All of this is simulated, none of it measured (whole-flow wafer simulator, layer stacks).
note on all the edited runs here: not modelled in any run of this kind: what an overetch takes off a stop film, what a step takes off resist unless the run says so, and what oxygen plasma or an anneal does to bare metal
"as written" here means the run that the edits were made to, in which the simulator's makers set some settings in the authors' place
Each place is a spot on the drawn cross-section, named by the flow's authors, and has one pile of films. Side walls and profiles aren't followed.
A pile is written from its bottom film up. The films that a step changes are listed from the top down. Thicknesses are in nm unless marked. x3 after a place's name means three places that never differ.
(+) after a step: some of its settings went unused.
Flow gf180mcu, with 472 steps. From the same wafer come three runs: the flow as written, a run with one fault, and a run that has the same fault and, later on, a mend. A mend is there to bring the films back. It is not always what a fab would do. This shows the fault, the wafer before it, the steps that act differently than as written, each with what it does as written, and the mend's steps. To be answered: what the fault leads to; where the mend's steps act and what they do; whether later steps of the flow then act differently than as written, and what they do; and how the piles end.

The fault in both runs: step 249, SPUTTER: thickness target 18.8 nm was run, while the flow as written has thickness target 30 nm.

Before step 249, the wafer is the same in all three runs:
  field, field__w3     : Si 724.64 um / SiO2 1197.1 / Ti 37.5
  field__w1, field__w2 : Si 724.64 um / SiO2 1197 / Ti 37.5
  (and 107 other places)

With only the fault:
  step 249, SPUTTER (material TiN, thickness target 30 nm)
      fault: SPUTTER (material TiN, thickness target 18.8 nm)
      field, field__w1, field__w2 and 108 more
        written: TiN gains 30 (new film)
        fault: TiN gains 18.8 (new film)
  Steps later in the flow that act otherwise than as written:
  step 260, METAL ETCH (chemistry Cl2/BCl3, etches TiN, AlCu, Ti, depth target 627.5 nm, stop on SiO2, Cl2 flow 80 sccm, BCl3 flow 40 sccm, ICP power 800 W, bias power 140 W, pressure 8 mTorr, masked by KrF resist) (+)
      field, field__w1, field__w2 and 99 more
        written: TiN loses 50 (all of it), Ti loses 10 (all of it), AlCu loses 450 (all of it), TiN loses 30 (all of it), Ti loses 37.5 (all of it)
        fault: TiN loses 50 (all of it), Ti loses 10 (all of it), AlCu loses 450 (all of it), TiN loses 18.8 (all of it), Ti loses 37.5 (all of it)
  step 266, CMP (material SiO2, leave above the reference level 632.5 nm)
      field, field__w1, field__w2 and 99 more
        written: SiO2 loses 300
        fault: SiO2 loses 311.2
  At field__w8, contact, m1 and 6 more, the piles at the end differ from the flow's by more than 2% or 0.5 nm, whichever is larger.
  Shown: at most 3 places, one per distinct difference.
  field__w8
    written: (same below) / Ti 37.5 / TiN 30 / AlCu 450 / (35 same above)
    fault: (same below) / Ti 37.5 / TiN 18.8 / AlCu 450 / (35 same above)
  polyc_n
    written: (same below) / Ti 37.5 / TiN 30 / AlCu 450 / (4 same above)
    fault: (same below) / Ti 37.5 / TiN 18.8 / AlCu 450 / (4 same above)
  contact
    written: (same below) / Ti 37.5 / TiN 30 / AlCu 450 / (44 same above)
    fault: (same below) / Ti 37.5 / TiN 18.8 / AlCu 450 / (44 same above)

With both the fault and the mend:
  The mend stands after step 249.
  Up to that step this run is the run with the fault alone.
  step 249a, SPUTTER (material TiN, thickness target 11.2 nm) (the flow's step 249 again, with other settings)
      field, field__w1, field__w2 and 108 more
        TiN gains 11.2
  Every later step of the flow that is run acts as written at every place that is followed.
  By the end, the piles equal the flow's at every place that both follow.
